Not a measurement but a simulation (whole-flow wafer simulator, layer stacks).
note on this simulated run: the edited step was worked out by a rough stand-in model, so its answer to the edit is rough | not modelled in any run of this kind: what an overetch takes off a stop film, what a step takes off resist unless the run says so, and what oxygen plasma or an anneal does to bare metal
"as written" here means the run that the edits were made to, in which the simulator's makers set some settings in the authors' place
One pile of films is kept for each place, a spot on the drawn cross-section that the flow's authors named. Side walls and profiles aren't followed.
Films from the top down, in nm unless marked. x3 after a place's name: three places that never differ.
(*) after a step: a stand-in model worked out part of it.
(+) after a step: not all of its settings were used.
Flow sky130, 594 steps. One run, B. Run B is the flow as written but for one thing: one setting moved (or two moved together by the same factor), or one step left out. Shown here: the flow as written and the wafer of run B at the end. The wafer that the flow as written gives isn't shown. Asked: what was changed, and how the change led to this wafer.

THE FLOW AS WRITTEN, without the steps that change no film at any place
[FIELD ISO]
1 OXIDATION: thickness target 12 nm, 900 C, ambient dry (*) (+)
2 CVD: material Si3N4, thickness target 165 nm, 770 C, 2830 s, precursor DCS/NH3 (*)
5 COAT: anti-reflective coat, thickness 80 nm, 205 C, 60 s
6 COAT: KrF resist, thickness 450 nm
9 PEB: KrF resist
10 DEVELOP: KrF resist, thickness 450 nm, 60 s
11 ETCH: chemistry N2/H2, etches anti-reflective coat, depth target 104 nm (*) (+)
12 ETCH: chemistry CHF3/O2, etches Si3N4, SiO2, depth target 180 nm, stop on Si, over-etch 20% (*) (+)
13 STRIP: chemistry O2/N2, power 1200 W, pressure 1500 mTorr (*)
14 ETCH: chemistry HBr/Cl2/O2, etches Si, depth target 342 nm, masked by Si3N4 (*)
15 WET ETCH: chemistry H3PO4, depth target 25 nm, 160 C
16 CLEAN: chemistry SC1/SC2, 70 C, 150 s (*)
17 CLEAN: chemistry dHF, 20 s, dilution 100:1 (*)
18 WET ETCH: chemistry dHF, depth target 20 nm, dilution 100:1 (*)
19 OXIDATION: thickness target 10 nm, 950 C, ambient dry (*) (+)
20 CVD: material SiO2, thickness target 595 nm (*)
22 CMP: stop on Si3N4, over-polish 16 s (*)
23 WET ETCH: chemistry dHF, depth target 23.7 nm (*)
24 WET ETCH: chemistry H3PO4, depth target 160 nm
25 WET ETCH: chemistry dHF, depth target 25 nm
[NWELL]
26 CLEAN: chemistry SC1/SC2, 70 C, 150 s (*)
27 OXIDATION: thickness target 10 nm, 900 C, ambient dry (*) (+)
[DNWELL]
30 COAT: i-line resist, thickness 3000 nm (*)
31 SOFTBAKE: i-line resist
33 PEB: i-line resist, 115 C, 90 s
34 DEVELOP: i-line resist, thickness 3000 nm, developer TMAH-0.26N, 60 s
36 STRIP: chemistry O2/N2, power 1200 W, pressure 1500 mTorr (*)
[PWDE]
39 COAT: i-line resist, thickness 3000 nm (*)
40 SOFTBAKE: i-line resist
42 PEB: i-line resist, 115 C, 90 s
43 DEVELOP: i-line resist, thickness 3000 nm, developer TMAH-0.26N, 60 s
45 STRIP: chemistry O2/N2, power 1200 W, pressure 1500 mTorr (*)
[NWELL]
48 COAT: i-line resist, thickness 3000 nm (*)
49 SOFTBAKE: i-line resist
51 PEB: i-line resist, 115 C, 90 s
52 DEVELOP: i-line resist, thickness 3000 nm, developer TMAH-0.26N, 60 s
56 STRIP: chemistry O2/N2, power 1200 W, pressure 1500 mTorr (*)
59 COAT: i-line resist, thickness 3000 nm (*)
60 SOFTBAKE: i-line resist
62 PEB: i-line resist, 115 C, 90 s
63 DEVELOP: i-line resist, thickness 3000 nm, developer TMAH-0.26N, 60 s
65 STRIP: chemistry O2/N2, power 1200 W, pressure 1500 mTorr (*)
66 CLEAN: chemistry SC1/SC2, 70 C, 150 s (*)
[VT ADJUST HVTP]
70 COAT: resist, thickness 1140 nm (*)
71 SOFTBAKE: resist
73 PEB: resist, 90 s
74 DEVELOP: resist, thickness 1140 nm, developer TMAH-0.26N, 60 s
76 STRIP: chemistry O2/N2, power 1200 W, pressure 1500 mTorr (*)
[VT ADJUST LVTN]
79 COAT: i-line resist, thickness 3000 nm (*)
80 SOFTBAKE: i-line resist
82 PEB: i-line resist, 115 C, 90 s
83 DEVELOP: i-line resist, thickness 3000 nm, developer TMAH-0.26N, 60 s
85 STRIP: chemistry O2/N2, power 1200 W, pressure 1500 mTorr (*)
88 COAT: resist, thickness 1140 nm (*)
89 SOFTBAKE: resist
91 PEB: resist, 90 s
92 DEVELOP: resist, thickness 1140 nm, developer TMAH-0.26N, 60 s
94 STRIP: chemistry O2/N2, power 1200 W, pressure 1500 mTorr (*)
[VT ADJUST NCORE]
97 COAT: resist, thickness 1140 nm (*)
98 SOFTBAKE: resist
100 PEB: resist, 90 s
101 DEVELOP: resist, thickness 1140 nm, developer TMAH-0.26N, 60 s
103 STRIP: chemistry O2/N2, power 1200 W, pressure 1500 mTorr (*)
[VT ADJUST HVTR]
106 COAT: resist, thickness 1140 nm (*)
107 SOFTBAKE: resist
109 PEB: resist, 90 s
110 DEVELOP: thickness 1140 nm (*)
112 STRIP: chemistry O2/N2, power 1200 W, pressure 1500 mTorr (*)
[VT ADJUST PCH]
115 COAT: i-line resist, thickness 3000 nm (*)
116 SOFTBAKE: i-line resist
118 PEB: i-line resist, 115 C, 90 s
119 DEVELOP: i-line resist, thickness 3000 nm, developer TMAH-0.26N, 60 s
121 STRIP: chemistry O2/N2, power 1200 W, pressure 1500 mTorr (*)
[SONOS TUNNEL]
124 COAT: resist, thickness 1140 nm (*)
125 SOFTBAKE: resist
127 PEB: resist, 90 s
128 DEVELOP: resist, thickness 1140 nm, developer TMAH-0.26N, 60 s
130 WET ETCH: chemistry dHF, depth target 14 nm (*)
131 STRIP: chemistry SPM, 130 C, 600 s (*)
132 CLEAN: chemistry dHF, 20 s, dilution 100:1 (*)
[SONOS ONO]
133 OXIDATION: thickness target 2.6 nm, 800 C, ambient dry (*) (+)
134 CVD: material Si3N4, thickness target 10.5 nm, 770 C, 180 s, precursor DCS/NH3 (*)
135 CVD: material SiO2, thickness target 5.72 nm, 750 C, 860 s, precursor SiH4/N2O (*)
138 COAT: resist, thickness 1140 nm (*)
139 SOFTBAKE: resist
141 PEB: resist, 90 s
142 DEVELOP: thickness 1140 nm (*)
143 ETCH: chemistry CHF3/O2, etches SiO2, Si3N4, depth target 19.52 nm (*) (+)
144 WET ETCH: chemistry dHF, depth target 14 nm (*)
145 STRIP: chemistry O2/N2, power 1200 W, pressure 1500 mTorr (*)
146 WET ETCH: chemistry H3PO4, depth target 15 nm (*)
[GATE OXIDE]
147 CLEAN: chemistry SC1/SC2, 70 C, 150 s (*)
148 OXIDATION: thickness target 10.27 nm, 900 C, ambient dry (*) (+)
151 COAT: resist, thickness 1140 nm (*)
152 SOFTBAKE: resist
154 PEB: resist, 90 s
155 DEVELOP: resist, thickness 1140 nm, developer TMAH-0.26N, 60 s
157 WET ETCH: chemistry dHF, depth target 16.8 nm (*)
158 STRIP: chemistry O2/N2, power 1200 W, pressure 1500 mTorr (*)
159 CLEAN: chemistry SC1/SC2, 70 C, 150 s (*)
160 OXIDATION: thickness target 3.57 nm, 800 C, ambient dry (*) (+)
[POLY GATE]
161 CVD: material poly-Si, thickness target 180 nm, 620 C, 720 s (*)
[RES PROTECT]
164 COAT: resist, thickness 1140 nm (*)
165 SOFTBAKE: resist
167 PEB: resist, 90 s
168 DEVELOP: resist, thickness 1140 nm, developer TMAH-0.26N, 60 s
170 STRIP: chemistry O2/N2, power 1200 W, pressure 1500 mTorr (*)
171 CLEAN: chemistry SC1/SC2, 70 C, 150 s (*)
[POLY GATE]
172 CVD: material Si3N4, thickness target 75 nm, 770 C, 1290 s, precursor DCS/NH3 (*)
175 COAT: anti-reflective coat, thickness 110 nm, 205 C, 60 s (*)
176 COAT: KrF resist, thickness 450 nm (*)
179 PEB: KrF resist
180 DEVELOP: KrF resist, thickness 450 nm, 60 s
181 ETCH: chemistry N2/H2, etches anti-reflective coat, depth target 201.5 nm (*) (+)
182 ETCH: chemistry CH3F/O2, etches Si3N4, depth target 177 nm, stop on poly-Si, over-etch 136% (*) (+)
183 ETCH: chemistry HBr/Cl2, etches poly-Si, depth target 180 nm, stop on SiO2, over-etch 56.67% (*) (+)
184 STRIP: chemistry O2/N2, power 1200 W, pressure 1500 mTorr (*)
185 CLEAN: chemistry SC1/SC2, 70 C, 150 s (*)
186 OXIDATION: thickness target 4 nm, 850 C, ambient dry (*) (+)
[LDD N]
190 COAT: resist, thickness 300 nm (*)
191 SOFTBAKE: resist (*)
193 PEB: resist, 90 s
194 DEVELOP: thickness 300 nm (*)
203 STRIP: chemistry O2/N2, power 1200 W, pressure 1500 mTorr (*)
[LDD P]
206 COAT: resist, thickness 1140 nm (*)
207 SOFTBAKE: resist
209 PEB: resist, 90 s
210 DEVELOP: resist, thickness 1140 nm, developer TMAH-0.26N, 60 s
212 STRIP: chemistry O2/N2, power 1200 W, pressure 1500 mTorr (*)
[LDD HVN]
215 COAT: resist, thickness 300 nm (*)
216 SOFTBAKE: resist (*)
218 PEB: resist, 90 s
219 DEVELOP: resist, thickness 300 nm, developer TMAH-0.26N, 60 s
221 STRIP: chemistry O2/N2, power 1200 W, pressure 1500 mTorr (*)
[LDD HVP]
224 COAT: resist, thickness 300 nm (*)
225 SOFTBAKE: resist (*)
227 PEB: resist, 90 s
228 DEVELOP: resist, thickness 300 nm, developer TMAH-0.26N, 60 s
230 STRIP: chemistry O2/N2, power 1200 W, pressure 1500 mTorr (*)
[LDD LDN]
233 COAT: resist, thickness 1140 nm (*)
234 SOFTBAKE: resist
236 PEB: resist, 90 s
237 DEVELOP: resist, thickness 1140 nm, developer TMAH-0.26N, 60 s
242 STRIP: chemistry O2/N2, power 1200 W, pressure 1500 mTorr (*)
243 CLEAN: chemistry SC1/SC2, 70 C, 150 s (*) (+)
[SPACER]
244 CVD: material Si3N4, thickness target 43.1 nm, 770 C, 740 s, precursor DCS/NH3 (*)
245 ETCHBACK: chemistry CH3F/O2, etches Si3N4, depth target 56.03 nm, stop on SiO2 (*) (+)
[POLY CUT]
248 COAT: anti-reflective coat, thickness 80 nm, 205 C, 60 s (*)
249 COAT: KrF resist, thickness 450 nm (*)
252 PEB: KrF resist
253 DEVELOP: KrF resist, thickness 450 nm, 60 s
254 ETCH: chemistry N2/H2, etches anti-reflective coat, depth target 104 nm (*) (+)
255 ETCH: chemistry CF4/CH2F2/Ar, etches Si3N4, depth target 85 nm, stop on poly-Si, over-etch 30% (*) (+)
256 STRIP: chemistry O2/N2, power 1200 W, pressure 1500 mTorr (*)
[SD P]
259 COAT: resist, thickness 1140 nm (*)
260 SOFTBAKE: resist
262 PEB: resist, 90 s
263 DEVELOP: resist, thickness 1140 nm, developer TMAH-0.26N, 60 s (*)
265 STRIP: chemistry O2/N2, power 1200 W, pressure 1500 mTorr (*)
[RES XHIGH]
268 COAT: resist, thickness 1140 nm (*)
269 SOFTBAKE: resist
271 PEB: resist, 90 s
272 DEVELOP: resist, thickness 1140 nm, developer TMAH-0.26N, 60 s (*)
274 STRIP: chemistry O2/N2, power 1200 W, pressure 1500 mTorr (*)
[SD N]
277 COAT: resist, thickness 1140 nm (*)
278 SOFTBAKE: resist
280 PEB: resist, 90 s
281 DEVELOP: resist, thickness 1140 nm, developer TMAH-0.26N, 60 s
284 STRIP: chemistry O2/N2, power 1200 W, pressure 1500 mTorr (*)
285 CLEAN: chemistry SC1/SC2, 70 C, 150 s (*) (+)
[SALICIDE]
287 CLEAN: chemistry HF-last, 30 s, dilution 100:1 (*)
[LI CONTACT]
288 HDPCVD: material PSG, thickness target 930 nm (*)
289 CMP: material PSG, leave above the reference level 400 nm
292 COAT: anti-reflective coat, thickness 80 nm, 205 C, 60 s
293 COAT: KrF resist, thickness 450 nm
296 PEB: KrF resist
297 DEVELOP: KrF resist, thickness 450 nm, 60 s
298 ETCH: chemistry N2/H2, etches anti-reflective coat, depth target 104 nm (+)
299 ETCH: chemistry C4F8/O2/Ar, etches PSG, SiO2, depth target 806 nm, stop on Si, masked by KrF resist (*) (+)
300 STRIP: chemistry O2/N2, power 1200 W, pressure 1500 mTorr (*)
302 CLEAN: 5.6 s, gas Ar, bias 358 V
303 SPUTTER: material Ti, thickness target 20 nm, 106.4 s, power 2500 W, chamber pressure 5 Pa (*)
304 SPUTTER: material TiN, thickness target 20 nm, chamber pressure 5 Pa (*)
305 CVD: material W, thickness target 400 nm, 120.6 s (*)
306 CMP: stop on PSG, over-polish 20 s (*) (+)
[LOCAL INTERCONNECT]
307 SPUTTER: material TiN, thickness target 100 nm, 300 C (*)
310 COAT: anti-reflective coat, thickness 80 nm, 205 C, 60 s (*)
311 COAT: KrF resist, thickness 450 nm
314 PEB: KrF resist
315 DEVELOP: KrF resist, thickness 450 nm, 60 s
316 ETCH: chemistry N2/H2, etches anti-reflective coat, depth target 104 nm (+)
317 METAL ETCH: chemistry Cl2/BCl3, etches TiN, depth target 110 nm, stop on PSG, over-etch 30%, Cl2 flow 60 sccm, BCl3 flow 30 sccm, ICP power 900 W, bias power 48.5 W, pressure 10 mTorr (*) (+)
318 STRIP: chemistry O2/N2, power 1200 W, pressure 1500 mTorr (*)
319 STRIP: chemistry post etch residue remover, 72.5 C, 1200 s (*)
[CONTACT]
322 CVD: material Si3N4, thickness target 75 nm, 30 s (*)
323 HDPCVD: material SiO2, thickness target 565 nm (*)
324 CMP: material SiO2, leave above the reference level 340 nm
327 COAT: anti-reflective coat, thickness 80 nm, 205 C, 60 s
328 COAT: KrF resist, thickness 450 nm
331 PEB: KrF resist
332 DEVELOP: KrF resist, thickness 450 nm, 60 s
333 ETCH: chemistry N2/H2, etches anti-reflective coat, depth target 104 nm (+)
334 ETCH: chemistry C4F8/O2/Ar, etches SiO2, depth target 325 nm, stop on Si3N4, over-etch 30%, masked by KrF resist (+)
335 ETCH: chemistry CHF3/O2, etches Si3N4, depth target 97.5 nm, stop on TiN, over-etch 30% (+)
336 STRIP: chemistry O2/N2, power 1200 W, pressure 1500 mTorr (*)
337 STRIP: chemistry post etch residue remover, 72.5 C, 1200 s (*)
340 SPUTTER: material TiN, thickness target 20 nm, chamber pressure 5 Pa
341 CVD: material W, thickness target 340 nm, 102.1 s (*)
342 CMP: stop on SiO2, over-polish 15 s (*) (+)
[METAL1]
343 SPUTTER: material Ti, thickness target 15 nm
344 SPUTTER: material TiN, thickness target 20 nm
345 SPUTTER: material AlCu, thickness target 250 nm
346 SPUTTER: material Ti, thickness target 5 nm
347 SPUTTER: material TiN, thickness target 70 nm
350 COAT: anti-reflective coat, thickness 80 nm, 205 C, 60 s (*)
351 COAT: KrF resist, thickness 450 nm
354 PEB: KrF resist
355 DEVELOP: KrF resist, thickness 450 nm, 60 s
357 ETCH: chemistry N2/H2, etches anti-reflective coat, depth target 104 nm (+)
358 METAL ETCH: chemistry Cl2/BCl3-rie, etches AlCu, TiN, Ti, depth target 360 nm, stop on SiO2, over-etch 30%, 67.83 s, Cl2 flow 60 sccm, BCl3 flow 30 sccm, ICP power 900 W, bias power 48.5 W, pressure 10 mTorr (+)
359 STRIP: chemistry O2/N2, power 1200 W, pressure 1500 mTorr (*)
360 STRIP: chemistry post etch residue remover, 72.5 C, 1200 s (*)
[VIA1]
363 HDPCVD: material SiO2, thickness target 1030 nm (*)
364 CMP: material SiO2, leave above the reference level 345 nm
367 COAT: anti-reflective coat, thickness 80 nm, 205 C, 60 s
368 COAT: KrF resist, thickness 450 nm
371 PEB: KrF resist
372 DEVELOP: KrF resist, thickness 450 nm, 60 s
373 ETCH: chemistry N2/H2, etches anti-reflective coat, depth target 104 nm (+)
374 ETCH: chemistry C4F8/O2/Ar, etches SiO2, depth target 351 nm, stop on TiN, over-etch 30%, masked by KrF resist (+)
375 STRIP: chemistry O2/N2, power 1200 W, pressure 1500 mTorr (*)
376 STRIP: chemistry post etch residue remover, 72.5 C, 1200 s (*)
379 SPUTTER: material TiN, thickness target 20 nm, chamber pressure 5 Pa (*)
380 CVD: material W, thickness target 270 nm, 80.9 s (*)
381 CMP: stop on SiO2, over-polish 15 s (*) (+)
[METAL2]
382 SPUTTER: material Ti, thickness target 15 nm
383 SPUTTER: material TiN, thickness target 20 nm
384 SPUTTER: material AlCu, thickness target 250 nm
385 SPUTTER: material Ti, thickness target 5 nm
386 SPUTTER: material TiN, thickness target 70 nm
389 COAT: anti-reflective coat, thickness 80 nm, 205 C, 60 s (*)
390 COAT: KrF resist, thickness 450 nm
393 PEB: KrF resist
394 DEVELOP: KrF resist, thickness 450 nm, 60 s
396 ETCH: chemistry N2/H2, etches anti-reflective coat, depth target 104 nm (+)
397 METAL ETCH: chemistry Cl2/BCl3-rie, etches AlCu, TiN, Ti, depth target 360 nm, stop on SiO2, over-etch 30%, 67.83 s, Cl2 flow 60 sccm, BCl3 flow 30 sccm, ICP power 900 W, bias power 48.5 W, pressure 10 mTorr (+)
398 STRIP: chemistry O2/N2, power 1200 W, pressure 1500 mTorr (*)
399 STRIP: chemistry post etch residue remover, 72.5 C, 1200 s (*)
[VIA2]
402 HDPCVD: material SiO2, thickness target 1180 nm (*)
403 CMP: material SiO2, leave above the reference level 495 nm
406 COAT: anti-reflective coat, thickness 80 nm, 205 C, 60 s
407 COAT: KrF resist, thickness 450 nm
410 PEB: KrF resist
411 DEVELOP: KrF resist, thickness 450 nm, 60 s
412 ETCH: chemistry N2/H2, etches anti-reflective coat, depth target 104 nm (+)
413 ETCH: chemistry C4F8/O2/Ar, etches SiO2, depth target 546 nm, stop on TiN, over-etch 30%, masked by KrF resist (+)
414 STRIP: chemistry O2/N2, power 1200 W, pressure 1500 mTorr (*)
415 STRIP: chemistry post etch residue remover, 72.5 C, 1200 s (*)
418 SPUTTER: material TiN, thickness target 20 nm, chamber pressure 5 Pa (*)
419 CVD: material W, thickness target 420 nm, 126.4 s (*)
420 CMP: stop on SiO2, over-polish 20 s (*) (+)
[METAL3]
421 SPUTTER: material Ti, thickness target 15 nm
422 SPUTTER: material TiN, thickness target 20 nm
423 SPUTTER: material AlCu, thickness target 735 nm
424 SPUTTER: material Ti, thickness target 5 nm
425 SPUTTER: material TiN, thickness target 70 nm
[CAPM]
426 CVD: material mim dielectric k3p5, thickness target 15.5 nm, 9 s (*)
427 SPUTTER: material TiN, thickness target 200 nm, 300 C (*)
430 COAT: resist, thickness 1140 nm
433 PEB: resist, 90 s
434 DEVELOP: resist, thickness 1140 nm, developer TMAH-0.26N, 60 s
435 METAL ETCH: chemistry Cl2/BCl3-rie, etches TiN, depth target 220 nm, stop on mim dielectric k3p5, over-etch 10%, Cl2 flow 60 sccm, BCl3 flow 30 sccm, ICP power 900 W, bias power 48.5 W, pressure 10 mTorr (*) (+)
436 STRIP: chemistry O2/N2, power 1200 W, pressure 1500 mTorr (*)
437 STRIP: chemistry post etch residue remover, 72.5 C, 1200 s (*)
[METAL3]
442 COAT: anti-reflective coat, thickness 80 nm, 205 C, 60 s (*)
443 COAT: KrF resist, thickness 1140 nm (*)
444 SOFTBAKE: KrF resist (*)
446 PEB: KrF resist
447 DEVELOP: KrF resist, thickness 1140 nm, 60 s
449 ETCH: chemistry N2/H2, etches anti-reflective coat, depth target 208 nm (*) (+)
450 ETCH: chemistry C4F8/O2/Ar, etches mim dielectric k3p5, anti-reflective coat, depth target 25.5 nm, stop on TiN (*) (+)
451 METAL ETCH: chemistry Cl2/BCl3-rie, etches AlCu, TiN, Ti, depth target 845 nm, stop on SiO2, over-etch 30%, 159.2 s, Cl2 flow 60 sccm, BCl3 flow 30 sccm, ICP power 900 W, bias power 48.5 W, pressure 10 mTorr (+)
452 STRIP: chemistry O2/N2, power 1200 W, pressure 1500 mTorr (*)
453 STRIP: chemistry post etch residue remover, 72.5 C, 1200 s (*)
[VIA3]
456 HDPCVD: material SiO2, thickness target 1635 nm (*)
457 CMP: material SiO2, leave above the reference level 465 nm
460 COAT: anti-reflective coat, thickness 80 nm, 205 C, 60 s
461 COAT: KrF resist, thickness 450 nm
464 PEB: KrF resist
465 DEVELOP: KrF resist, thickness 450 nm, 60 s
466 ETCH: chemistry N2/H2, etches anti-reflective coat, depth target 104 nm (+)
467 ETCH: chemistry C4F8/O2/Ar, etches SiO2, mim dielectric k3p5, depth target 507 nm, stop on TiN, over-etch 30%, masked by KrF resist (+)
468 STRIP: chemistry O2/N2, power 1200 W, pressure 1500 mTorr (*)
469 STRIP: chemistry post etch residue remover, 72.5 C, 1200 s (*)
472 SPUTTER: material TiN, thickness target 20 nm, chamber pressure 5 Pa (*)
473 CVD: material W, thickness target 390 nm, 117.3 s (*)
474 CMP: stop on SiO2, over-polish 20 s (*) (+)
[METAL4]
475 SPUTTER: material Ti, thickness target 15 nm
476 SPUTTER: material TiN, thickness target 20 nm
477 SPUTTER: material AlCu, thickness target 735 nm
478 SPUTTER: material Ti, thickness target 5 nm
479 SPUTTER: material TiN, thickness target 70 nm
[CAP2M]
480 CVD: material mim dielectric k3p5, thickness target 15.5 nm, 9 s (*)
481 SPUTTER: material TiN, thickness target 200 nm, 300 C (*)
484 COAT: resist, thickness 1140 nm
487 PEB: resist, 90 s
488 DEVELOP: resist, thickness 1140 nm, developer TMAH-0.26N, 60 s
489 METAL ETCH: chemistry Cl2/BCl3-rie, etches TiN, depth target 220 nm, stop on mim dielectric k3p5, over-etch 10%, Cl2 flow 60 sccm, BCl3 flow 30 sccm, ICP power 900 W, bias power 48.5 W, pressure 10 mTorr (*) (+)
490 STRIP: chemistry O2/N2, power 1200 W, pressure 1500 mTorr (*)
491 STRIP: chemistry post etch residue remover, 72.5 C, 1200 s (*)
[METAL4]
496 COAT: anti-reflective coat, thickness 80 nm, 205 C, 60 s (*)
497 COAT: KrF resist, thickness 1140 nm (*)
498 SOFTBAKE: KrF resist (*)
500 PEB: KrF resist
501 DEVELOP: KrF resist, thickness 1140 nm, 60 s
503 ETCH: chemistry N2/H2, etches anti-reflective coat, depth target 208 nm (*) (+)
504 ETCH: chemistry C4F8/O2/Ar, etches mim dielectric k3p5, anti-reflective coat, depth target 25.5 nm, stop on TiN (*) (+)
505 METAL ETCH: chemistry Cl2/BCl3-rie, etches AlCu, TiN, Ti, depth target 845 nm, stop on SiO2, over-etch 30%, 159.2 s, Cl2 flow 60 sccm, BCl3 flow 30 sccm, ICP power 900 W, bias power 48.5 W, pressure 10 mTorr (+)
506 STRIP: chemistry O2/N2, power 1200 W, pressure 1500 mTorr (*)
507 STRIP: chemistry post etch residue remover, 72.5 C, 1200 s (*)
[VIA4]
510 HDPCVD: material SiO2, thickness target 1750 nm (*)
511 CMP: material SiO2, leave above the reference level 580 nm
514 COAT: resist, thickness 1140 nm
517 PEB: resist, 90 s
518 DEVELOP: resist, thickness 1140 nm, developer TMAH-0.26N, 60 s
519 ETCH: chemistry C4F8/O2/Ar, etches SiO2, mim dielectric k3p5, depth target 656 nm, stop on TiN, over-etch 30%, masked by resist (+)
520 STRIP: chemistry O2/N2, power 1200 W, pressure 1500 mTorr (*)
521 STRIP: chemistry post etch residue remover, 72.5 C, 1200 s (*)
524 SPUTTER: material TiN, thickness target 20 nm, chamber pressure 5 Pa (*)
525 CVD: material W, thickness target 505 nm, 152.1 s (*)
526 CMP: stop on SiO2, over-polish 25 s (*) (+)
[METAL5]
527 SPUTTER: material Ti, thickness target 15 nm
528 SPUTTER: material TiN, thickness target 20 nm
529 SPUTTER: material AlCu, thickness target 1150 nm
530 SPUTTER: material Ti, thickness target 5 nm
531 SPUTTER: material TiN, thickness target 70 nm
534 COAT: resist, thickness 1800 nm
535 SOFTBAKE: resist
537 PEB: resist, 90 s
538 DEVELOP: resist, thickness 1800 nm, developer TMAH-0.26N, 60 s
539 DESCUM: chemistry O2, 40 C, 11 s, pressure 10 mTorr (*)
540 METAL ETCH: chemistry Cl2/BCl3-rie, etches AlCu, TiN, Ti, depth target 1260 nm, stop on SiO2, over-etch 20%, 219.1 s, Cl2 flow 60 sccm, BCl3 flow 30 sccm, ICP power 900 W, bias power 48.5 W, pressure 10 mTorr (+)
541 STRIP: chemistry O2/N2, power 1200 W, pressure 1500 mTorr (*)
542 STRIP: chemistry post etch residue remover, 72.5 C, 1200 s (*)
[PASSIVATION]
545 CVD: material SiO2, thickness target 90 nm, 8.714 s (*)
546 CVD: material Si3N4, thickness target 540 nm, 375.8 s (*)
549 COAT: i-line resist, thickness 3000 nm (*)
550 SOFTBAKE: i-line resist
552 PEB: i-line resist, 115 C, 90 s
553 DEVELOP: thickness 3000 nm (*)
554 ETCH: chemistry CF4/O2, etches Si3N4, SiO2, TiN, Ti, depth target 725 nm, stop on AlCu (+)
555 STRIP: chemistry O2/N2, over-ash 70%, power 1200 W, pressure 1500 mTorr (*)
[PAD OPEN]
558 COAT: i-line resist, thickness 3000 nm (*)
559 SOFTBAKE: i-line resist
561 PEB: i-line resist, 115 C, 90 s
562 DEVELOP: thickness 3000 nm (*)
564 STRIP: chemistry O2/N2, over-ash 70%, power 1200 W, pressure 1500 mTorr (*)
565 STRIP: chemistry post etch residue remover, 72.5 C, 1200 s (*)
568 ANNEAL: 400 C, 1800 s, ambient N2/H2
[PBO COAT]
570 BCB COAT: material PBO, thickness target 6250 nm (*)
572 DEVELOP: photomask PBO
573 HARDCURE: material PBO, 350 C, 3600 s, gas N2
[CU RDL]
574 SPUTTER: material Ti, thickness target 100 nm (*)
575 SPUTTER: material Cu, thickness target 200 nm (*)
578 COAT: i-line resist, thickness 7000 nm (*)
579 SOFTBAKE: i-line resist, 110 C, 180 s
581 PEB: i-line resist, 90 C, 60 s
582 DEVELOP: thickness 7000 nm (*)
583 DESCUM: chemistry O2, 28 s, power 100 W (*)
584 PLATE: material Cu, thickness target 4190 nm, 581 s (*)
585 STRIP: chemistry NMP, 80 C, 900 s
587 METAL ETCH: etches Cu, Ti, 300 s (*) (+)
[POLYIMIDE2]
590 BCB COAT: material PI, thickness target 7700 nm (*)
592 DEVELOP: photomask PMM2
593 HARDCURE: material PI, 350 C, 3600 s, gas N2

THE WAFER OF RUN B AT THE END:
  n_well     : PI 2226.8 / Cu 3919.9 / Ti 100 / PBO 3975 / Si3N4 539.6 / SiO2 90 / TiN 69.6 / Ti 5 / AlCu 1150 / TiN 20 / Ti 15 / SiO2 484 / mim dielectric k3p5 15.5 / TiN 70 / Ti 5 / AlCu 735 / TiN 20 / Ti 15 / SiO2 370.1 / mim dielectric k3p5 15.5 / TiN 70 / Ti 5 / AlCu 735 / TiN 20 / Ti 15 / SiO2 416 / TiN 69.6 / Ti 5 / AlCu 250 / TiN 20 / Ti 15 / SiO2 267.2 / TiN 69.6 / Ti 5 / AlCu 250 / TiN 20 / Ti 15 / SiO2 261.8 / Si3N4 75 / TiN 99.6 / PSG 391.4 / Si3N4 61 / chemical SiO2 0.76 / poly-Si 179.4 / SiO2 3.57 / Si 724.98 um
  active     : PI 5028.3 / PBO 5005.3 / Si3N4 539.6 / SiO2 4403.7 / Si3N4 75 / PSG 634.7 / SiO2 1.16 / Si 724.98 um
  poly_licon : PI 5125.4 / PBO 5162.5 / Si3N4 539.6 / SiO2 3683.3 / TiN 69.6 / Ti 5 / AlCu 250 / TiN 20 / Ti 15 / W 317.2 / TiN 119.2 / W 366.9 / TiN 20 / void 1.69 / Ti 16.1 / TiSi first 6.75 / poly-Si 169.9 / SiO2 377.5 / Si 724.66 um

The cause: step 575, SPUTTER: thickness target 120 nm was run, where the flow has thickness target 200 nm.

How the change led to this, step by step:
  575 SPUTTER: material Cu, thickness target 200 nm (*)
      field, active, n_well and 190 more: Cu +120 (new film) (as written it would be: Cu +200 (new film))
  587 METAL ETCH: etches Cu, Ti, 300 s (*) (+)
      field, active, gate and 167 more: Cu -120 (all of it), Ti -100 (all of it) (as written it would be: Cu -200 (all of it), Ti -100 (all of it))
  590 BCB COAT: material PI, thickness target 7700 nm (*)
      n_well, p_well, sd_n, sd_p: PI +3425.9 (new film) (as written it would be: PI +3345.9 (new film))
      mim: PI +3717.2 (new film) (as written it would be: PI +3640.8 (new film))
      (and at 3 more places)
  593 HARDCURE: material PI, 350 C, 3600 s, gas N2
      n_well, p_well, sd_n, sd_p: PI -1199.1 (as written it would be: PI -1171.1)
